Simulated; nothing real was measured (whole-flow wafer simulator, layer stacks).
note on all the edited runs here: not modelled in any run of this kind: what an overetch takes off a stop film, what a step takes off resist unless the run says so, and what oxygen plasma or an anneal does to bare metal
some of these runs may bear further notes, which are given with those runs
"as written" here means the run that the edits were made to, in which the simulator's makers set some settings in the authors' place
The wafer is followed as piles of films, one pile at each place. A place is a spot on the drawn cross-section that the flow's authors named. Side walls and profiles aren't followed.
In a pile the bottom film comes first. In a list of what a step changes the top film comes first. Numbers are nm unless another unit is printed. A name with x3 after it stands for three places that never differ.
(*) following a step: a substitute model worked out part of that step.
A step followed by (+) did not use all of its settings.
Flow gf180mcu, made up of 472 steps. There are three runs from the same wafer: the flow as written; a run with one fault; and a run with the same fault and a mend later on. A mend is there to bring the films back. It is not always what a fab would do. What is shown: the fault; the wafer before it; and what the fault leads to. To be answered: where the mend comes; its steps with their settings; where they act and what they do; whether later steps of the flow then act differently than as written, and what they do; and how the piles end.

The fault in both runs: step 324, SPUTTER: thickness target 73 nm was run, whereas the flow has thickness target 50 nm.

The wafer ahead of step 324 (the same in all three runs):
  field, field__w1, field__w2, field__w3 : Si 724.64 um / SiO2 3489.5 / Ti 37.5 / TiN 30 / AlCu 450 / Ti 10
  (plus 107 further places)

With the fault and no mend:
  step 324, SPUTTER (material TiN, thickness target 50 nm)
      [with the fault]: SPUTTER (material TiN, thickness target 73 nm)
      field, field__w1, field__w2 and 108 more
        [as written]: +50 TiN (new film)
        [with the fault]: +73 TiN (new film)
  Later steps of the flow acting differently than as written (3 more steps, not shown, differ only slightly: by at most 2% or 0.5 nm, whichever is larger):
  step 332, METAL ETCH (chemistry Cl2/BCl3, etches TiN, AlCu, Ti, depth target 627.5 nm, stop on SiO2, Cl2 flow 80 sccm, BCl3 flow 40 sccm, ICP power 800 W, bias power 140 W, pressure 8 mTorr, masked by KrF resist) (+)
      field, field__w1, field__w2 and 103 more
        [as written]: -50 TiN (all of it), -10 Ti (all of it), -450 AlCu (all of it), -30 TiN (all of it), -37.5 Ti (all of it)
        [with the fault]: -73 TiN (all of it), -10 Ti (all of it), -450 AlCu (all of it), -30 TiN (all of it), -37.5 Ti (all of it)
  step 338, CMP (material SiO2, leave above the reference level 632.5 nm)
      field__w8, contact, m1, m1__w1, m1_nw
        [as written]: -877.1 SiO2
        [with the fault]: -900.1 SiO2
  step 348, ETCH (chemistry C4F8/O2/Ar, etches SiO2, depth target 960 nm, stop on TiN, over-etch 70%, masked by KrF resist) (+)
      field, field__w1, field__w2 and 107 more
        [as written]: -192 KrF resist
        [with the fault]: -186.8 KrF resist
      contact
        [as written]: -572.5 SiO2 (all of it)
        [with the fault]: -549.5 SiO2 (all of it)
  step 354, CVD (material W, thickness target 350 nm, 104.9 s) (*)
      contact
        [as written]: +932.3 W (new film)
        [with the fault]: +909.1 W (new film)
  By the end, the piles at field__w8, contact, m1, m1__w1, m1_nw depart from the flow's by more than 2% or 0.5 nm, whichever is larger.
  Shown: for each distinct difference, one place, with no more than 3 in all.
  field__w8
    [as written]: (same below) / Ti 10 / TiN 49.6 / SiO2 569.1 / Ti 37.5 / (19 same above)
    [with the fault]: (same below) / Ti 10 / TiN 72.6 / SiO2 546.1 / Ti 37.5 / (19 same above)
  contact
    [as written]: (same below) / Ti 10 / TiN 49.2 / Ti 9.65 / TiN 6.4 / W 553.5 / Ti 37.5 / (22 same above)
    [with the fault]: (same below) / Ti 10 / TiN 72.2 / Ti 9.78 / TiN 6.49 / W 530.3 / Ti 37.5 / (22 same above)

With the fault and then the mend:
  After step 331 comes the mend.
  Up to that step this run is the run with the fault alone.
  step 331a, STRIP (chemistry O2/N2, power 2160 W, pressure 1700 mTorr) (*)
      field__w8, contact, m1, m1__w1, m1_nw
        -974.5 KrF resist (all of it)
  step 331b, METAL ETCH (chemistry Cl2/BCl3, etches TiN, AlCu, Ti, depth target 23 nm, Cl2 flow 80 sccm, BCl3 flow 40 sccm, ICP power 800 W, bias power 140 W, pressure 8 mTorr) (the flow's step 260, run once more with other settings)
      field, field__w1, field__w2 and 108 more
        -23 TiN
  step 331c, HMDS (120 C, 60 s) (the flow's step 326, run once more)
      does not change any film at any place that is followed
  step 331d, COAT (KrF resist, thickness 1000 nm) (the flow's step 327, run once more)
      field, field__w1, field__w2 and 108 more
        +1000 KrF resist (new film)
  step 331e, SOFTBAKE (KrF resist) (the flow's step 328, run once more)
      does not change any film at any place that is followed
  step 331f, EXPOSE (photomask Metal3) (the flow's step 329, run once more)
      does not change any film at any place that is followed
  step 331g, PEB (KrF resist, 135 C, 90 s) (the flow's step 330, run once more)
      field, field__w1, field__w2 and 108 more
        -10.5 KrF resist
  step 331h, DEVELOP (thickness 1000 nm, 60 s) (the flow's step 331, run once more)
      field, field__w1, field__w2 and 103 more
        -989.5 KrF resist (all of it)
      field__w8, contact, m1, m1__w1, m1_nw
        -14.9 KrF resist
  Every later step of the flow that is run acts as written at every place that is followed.
  At every place that both follow, the piles at the end match the flow's.
